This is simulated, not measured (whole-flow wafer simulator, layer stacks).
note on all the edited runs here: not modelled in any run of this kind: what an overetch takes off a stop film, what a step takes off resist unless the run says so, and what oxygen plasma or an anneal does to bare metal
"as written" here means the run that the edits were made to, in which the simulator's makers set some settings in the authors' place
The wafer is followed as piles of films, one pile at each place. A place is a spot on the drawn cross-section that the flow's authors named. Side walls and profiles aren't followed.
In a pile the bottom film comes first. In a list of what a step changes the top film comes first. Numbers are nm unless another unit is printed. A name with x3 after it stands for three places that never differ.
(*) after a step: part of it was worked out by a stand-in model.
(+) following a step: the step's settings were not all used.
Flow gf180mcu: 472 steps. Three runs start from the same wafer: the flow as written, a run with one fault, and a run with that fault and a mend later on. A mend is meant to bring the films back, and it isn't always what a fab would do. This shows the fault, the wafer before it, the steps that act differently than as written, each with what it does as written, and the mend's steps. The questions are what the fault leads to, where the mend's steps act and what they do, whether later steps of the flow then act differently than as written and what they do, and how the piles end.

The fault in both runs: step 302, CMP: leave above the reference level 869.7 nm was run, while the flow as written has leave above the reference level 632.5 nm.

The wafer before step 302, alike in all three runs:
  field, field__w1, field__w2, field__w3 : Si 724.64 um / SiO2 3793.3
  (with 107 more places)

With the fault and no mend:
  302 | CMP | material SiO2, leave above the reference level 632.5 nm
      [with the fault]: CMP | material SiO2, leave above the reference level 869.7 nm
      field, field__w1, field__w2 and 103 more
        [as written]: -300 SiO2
        [with the fault]: -62.8 SiO2
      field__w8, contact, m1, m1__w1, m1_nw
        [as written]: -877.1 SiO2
        [with the fault]: -639.9 SiO2
  Steps later in the flow that act otherwise than as written:
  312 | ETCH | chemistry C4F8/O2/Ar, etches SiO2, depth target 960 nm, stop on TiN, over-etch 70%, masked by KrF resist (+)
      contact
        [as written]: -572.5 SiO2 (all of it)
        [with the fault]: -809.7 SiO2 (all of it)
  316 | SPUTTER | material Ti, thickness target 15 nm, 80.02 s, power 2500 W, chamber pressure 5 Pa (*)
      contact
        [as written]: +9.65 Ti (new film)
        [with the fault]: +8.41 Ti (new film)
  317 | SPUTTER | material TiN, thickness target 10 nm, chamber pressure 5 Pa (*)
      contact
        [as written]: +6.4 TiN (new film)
        [with the fault]: +5.57 TiN (new film)
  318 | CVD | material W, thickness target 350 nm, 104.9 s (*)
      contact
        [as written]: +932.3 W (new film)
        [with the fault]: +1171.6 W (new film)
  At field, field__w1, field__w2 and 109 more, the piles at the end differ from the flow's by more than 2% or 0.5 nm, whichever is larger.
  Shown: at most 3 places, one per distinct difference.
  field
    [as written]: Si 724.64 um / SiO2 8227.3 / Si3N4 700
    [with the fault]: Si 724.64 um / SiO2 8464.5 / Si3N4 700
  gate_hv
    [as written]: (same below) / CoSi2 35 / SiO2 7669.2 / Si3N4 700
    [with the fault]: (same below) / CoSi2 35 / SiO2 7906.4 / Si3N4 700
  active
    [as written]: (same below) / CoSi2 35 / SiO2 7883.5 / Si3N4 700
    [with the fault]: (same below) / CoSi2 35 / SiO2 8120.7 / Si3N4 700

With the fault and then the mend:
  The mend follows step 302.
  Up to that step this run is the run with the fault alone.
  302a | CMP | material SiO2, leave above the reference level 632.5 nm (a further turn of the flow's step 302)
      field, field__w1, field__w2 and 108 more
        -237.2 SiO2
  Every later step of the flow that is run acts as written at every place that is followed.
  At every place that both follow, the piles at the end match the flow's.
